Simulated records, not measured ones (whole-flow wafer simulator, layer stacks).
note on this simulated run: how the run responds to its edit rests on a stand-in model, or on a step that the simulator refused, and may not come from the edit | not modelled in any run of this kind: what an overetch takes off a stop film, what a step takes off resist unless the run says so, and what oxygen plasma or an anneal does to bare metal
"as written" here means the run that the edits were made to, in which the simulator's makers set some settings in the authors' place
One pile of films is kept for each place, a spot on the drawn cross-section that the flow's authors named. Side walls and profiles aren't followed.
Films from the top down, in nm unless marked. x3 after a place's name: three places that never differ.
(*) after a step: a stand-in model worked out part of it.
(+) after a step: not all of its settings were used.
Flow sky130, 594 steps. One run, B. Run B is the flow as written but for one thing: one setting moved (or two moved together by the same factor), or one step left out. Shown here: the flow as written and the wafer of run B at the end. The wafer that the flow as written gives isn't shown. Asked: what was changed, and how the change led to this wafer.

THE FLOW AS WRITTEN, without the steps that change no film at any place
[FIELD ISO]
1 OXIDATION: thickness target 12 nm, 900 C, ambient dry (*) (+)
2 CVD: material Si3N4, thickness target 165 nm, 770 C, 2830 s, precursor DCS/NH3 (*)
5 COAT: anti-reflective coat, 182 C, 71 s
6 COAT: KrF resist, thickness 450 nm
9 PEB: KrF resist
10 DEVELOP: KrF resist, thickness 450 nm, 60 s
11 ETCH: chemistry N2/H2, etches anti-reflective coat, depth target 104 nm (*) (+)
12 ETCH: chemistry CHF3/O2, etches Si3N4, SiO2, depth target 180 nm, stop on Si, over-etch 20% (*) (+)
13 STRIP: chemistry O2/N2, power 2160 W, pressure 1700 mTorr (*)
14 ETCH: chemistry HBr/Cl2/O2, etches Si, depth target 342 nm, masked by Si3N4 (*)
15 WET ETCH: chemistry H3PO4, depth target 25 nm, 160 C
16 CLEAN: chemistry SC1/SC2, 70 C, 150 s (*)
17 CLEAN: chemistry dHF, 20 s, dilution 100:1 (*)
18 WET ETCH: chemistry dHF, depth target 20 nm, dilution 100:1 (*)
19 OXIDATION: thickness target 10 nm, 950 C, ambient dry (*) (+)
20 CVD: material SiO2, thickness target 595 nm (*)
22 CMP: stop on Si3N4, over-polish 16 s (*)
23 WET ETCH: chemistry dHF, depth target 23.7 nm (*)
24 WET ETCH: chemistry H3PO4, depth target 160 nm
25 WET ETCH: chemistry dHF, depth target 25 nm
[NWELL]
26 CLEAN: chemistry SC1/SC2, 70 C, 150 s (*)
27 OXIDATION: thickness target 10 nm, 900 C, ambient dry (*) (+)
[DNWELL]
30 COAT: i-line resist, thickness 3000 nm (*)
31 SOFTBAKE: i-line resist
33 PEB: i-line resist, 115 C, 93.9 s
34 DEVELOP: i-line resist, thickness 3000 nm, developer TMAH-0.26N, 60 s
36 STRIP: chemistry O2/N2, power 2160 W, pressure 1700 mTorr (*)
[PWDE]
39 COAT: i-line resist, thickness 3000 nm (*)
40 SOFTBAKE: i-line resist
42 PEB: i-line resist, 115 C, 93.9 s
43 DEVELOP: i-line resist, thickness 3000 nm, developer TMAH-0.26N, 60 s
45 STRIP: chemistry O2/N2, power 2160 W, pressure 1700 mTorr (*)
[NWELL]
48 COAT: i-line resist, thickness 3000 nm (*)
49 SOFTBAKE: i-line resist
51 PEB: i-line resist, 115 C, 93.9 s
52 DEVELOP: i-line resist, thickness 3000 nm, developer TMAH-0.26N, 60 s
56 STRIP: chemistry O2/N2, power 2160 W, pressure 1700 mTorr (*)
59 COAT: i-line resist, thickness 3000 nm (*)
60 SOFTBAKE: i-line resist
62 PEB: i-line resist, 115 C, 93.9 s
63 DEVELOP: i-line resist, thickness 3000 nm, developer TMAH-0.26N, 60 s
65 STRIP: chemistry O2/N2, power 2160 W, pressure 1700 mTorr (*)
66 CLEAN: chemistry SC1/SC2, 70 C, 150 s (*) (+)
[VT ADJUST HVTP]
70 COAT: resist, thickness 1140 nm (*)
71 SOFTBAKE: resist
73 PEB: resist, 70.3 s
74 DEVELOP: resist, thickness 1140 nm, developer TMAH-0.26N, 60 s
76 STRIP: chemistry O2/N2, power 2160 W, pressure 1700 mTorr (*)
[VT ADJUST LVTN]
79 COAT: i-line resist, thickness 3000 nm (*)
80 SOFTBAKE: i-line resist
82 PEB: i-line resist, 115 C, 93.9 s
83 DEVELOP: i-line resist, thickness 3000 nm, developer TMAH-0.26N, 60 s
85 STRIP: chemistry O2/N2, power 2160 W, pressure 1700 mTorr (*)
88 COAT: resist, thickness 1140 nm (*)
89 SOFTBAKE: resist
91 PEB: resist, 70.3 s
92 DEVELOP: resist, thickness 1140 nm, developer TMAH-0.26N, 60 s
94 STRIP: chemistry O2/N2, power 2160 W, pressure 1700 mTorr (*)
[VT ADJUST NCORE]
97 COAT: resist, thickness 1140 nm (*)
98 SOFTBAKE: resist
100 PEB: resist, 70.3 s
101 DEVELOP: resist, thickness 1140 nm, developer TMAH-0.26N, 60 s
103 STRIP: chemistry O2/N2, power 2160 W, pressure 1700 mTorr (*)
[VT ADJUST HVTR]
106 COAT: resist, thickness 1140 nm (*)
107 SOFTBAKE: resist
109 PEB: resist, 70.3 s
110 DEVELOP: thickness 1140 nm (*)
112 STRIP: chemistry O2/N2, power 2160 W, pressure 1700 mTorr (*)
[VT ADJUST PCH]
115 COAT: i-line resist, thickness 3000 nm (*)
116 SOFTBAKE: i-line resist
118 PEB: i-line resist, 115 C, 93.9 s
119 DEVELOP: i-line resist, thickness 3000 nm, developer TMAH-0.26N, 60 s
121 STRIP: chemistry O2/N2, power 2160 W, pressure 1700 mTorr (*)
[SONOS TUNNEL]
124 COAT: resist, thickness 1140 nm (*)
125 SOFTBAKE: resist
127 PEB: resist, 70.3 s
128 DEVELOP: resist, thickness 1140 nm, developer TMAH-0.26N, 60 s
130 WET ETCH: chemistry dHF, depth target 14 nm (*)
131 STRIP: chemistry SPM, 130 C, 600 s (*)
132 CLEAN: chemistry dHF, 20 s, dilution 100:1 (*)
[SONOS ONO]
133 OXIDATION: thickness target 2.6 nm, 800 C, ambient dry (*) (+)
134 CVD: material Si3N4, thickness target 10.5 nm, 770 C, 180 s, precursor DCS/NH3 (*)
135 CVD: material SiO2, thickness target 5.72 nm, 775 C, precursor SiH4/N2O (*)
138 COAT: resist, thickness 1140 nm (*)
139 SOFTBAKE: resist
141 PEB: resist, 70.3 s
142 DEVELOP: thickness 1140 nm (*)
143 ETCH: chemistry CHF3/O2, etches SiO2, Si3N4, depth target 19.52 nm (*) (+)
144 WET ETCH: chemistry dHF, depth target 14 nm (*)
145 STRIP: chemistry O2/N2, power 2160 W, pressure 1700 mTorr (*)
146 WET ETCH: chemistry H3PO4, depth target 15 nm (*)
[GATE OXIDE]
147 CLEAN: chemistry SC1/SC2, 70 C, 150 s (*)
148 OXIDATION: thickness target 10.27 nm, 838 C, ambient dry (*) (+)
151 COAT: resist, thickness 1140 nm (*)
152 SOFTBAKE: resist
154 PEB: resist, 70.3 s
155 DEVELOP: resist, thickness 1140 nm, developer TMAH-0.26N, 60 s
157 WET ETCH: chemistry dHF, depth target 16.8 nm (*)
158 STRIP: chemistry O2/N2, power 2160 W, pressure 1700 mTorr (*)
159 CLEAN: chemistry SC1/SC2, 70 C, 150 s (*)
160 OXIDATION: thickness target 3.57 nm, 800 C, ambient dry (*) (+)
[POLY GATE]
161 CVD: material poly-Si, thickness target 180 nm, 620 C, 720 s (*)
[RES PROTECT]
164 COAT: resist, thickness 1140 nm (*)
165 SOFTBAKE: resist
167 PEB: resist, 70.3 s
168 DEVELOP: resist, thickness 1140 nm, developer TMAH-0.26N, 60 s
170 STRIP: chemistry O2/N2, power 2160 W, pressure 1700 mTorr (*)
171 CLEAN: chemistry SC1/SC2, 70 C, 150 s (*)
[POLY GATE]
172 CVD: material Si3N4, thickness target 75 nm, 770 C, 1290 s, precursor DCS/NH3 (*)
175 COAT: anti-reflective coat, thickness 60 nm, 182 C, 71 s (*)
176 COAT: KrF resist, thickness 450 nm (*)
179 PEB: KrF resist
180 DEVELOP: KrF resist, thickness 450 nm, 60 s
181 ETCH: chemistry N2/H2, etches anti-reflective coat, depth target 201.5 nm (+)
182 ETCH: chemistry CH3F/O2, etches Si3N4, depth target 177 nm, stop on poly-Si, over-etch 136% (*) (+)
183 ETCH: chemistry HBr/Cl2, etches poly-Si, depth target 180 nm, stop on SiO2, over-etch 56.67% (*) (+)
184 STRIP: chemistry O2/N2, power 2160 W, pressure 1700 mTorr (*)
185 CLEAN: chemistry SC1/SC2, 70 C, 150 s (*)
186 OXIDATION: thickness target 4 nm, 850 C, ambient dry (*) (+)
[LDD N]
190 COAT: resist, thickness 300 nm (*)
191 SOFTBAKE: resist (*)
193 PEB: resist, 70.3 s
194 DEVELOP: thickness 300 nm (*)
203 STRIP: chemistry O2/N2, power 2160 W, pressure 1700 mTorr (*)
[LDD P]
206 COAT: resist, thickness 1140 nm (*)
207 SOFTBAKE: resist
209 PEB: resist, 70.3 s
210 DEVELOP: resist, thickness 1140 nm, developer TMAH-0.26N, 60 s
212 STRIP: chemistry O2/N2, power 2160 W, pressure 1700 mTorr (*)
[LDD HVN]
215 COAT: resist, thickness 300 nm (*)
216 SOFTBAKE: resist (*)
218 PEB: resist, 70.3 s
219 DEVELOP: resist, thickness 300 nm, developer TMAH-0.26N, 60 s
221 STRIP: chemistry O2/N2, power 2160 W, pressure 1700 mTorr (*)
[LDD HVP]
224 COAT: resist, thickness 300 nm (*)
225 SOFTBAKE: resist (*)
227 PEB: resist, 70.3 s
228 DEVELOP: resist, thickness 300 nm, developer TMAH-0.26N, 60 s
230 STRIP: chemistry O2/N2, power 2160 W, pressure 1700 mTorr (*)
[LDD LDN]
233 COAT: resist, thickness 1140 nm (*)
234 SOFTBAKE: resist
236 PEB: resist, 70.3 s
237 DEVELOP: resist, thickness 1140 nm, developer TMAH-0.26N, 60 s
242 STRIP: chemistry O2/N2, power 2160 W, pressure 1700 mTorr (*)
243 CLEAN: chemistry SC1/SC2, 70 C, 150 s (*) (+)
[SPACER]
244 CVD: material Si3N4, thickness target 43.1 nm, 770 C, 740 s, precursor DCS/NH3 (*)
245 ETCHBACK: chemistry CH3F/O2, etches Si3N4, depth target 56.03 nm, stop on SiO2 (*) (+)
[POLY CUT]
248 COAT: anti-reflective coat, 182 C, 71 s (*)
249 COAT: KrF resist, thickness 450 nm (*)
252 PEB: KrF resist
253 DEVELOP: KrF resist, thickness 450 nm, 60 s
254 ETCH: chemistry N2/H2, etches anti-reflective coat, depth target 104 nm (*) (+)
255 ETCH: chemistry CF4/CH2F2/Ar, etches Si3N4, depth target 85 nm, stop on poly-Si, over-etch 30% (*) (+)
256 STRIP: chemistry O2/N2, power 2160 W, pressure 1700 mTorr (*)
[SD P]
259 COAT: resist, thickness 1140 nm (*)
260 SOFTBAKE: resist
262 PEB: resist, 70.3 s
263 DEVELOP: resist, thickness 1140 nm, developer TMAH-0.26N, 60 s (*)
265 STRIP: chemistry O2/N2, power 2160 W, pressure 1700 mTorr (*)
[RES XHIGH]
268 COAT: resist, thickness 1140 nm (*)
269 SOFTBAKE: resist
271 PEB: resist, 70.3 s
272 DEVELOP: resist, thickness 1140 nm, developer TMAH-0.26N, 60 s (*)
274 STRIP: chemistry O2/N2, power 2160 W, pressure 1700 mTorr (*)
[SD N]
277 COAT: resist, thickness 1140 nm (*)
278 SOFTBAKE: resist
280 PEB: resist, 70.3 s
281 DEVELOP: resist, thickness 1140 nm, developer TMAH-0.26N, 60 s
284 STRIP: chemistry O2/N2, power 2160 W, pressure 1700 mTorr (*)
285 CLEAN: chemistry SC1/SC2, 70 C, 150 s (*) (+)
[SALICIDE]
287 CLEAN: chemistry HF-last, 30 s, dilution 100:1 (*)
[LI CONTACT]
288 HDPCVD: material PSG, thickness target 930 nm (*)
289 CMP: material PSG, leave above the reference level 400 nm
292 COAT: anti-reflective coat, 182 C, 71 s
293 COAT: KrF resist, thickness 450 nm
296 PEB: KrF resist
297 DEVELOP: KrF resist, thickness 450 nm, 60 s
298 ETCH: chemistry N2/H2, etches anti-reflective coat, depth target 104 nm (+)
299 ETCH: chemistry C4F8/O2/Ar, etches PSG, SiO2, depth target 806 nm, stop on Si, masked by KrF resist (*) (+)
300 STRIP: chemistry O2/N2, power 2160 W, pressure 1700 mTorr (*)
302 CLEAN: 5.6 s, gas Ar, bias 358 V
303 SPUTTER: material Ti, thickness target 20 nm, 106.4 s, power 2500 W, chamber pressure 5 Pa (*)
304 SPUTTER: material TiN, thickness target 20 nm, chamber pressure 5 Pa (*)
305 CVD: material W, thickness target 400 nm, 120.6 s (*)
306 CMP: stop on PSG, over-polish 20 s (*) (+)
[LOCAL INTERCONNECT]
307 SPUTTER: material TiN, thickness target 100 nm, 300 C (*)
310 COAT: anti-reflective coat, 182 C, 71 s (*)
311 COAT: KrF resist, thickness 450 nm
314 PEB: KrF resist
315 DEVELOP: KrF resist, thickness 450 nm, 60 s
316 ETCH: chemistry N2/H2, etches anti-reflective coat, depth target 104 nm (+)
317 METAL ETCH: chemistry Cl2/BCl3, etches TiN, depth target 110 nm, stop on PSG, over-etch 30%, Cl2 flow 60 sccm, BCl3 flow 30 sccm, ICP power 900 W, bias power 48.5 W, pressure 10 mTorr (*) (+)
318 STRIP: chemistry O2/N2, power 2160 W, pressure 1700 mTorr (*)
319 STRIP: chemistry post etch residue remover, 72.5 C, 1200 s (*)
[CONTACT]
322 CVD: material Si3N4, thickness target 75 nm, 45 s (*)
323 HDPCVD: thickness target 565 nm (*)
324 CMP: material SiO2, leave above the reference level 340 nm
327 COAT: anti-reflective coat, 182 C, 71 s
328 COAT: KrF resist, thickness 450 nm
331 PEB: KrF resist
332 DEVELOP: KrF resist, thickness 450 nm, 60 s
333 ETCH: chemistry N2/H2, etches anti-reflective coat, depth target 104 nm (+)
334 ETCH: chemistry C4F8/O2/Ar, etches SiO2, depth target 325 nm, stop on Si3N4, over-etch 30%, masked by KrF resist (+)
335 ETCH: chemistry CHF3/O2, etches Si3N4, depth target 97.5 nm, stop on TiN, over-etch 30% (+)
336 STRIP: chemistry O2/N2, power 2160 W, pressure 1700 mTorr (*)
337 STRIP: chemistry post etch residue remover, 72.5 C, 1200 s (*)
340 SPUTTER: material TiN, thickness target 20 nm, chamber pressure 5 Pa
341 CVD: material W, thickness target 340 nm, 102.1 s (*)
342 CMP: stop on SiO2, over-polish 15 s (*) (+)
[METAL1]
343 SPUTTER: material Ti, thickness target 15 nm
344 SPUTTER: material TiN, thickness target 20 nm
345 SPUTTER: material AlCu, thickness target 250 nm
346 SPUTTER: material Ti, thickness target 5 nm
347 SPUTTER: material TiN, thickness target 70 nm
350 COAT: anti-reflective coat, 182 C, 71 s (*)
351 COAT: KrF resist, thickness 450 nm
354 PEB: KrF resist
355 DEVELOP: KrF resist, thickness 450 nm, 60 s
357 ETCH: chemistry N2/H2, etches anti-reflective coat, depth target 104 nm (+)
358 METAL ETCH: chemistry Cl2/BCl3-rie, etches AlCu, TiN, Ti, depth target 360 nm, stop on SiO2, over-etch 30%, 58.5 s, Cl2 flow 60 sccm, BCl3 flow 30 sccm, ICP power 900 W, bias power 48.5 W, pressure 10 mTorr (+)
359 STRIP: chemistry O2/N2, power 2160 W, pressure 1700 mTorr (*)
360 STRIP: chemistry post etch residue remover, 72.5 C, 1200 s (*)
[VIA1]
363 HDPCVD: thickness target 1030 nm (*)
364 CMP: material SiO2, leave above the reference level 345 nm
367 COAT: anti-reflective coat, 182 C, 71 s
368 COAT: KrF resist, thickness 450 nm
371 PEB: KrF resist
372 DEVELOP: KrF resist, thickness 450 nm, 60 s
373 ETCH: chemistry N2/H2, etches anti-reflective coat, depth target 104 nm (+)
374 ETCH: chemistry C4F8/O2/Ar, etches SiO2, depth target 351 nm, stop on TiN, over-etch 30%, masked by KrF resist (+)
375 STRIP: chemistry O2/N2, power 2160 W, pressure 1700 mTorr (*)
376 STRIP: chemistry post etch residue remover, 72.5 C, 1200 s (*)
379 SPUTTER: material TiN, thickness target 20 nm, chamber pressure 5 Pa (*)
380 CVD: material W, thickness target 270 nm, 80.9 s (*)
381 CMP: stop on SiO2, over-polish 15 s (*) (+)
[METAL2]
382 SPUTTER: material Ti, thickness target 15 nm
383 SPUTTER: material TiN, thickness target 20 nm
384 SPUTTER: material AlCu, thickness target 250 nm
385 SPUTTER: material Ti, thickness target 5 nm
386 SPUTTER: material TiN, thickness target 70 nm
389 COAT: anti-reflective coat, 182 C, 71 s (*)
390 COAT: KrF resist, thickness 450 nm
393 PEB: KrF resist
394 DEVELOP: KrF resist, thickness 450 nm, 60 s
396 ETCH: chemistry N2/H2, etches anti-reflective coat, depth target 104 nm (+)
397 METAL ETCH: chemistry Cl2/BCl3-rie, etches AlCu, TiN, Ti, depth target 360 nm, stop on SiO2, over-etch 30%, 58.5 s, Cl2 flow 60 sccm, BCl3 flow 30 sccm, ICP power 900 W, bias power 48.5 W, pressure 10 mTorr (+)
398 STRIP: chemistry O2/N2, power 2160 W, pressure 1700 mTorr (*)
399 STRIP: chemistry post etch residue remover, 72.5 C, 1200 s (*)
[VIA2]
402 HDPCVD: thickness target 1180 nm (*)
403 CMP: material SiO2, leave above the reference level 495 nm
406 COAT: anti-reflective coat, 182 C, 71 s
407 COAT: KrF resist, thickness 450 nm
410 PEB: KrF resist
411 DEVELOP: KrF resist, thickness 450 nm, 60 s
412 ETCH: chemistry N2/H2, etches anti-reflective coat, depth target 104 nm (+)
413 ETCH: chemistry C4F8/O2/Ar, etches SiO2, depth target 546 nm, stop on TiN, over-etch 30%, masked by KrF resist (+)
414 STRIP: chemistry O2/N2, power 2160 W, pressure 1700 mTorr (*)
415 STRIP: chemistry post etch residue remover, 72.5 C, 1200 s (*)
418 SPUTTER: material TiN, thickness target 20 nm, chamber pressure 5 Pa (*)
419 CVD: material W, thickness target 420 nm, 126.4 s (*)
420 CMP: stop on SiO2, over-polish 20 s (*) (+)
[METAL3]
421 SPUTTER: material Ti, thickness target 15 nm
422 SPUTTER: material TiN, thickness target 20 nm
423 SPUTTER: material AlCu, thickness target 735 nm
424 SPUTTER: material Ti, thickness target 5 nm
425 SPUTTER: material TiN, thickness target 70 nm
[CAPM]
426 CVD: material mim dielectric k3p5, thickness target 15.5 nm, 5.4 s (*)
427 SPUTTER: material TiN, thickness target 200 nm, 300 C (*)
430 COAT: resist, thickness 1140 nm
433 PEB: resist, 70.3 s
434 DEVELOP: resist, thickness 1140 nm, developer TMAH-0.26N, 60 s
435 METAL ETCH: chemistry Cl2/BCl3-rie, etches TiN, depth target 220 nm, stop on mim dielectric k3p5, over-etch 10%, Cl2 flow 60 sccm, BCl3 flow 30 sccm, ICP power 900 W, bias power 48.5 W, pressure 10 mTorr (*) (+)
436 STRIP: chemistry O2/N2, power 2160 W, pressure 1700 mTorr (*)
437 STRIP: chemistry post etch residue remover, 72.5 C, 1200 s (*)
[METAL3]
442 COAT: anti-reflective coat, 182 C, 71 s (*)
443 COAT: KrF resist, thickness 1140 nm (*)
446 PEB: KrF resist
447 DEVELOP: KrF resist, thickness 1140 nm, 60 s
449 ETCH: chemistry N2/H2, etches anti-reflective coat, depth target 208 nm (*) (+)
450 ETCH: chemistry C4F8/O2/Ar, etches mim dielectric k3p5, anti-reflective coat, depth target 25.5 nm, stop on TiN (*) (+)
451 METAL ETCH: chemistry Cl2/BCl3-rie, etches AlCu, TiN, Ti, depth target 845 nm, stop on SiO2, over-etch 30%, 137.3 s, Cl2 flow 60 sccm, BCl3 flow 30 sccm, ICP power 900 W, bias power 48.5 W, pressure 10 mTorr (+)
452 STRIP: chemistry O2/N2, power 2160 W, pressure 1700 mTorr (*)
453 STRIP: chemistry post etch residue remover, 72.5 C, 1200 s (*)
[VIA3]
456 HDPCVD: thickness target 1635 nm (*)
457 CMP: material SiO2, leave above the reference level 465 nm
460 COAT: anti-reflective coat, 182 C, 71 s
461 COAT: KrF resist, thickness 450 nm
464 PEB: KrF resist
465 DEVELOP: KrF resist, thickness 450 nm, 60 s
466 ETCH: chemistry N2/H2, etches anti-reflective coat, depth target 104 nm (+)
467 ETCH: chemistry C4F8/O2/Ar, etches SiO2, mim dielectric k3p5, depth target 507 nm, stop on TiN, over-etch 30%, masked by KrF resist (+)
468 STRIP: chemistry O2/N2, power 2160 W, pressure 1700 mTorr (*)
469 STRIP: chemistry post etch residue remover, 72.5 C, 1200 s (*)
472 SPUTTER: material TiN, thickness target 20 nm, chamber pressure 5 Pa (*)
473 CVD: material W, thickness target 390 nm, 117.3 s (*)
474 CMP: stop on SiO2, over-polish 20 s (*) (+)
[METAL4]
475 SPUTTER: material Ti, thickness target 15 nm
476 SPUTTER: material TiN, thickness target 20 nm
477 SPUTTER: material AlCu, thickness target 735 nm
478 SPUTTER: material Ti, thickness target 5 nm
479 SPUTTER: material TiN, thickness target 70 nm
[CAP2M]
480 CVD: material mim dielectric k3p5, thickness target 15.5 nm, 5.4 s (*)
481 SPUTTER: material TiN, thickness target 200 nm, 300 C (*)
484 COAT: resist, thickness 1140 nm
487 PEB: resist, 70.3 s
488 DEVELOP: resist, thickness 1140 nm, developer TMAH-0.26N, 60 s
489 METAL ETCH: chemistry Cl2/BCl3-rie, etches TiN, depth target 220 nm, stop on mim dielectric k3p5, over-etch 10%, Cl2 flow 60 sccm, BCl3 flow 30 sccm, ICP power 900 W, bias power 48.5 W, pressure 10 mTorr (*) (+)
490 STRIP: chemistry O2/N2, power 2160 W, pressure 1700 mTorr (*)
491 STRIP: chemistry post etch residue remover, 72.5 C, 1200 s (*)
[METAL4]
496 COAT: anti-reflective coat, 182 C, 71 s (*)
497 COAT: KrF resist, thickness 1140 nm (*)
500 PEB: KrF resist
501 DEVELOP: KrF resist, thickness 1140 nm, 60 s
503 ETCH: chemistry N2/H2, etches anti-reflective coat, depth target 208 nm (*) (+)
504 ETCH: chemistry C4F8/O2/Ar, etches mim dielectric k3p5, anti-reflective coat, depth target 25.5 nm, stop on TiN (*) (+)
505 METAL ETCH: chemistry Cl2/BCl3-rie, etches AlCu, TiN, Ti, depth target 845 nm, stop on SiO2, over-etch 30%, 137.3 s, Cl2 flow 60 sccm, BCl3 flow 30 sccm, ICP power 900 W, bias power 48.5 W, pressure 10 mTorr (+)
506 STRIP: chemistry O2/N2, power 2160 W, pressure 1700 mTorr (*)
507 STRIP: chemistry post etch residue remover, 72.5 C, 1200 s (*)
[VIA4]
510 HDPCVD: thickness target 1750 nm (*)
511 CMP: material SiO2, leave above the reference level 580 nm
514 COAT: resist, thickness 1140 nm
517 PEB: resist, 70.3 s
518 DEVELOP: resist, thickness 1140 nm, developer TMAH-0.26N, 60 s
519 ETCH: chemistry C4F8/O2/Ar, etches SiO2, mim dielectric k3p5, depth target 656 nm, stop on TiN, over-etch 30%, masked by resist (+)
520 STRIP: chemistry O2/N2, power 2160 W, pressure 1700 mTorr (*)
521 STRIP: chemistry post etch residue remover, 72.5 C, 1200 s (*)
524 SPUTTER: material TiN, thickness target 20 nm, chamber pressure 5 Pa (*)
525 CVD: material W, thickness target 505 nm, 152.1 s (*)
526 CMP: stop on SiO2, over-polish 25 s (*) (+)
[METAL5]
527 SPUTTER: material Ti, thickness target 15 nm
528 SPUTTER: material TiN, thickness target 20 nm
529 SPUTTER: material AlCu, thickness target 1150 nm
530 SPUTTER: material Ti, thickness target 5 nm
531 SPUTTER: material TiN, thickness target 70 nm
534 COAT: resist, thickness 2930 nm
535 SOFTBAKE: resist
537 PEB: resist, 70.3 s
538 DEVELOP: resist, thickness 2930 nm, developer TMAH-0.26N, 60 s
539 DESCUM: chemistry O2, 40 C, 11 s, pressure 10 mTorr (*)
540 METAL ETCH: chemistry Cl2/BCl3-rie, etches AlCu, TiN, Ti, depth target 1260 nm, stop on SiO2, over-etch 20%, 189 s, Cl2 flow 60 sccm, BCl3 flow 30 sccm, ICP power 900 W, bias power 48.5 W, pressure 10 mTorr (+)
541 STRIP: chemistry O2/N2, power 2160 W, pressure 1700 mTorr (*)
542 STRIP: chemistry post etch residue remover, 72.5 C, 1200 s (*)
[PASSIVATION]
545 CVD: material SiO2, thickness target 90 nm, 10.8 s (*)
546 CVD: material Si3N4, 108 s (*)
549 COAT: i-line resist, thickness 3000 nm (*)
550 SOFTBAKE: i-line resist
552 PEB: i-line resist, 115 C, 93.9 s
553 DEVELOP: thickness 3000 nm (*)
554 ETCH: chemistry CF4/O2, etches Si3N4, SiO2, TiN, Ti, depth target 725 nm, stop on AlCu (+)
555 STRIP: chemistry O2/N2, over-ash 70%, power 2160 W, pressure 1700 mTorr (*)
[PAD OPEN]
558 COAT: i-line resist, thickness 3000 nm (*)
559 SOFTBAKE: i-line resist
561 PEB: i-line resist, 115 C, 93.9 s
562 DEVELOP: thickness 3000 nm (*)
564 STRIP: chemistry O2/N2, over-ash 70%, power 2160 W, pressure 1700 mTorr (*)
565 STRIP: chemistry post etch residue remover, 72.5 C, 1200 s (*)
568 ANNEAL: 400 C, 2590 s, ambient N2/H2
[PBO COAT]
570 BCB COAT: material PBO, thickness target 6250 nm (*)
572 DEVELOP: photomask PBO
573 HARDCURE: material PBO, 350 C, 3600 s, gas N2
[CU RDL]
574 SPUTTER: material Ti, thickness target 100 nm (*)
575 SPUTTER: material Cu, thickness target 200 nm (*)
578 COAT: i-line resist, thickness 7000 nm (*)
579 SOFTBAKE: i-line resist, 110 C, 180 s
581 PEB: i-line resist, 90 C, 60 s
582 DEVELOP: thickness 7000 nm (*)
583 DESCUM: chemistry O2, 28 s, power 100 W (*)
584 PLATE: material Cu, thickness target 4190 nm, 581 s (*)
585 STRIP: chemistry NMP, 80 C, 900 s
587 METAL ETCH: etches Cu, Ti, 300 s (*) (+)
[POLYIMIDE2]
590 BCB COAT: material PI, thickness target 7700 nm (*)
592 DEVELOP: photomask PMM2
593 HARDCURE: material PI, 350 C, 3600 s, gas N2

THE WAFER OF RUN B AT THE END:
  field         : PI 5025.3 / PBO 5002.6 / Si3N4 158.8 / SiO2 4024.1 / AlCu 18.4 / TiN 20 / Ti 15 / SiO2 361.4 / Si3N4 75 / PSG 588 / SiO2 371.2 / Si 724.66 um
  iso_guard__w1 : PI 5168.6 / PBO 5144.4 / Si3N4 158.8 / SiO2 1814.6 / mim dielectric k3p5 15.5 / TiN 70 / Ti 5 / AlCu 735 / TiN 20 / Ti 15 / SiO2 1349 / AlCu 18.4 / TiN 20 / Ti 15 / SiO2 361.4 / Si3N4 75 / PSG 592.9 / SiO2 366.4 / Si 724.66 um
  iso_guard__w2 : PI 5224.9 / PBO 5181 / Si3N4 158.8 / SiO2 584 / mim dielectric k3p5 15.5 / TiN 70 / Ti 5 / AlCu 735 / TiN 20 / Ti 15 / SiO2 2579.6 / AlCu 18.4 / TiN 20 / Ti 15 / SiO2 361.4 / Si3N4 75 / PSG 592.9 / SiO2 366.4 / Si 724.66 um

The cause: step 358, METAL ETCH: depth target 230.4 nm was run, where the flow has depth target 360 nm; step 358, METAL ETCH: 37.4 s was run, where the flow has 58.5 s.

How the change led to this, step by step:
  358 METAL ETCH: chemistry Cl2/BCl3-rie, etches AlCu, TiN, Ti, depth target 360 nm, stop on SiO2, over-etch 30%, 58.5 s, Cl2 flow 60 sccm, BCl3 flow 30 sccm, ICP power 900 W, bias power 48.5 W, pressure 10 mTorr (+)
      field, active, gate and 81 more: TiN -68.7 (all of it), Ti -5 (all of it), AlCu -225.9 (as written it would be: TiN -68.7 (all of it), Ti -5 (all of it), AlCu -250 (all of it), TiN -20 (all of it), Ti -15 (all of it), SiO2 -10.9)
      n_well, p_well, gate_hv and 104 more: KrF resist -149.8 (as written it would be: KrF resist -234)
  359 STRIP: chemistry O2/N2, power 2160 W, pressure 1700 mTorr (*)
      n_well, p_well, gate_hv and 100 more: KrF resist -228.1 (all of it), anti-reflective coat -80 (all of it) (as written it would be: KrF resist -143.8 (all of it), anti-reflective coat -80 (all of it))
      poly_licon, ndiff_licon, ndiff_licon_cpp, rpo_hd_licon: KrF resist -228.1 (all of it), anti-reflective coat -80.5 (all of it) (as written it would be: KrF resist -143.9 (all of it), anti-reflective coat -80.5 (all of it))
  360 STRIP: chemistry post etch residue remover, 72.5 C, 1200 s (*)
      field, active, gate and 81 more: AlCu -5.72 (as written it would be: nothing)
  363 HDPCVD: thickness target 1030 nm (*)
      field, active, gate and 81 more: SiO2 +1030 (new film) (as written it would be: SiO2 +1030)
  364 CMP: material SiO2, leave above the reference level 345 nm
      field, active, gate and 81 more: SiO2 -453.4 (as written it would be: SiO2 -389.1)
Counting metal films that touch as one body, field has 1 body; the flow as written gives 0 bodies.
Counting metal films that touch as one body, iso_guard__w1 has 2 bodies (between them, from the top down: SiO2 1349); the flow as written gives 1 body.
Counting metal films that touch as one body, iso_guard__w2 has 2 bodies (between them, from the top down: SiO2 2579.6); the flow as written gives 1 body.
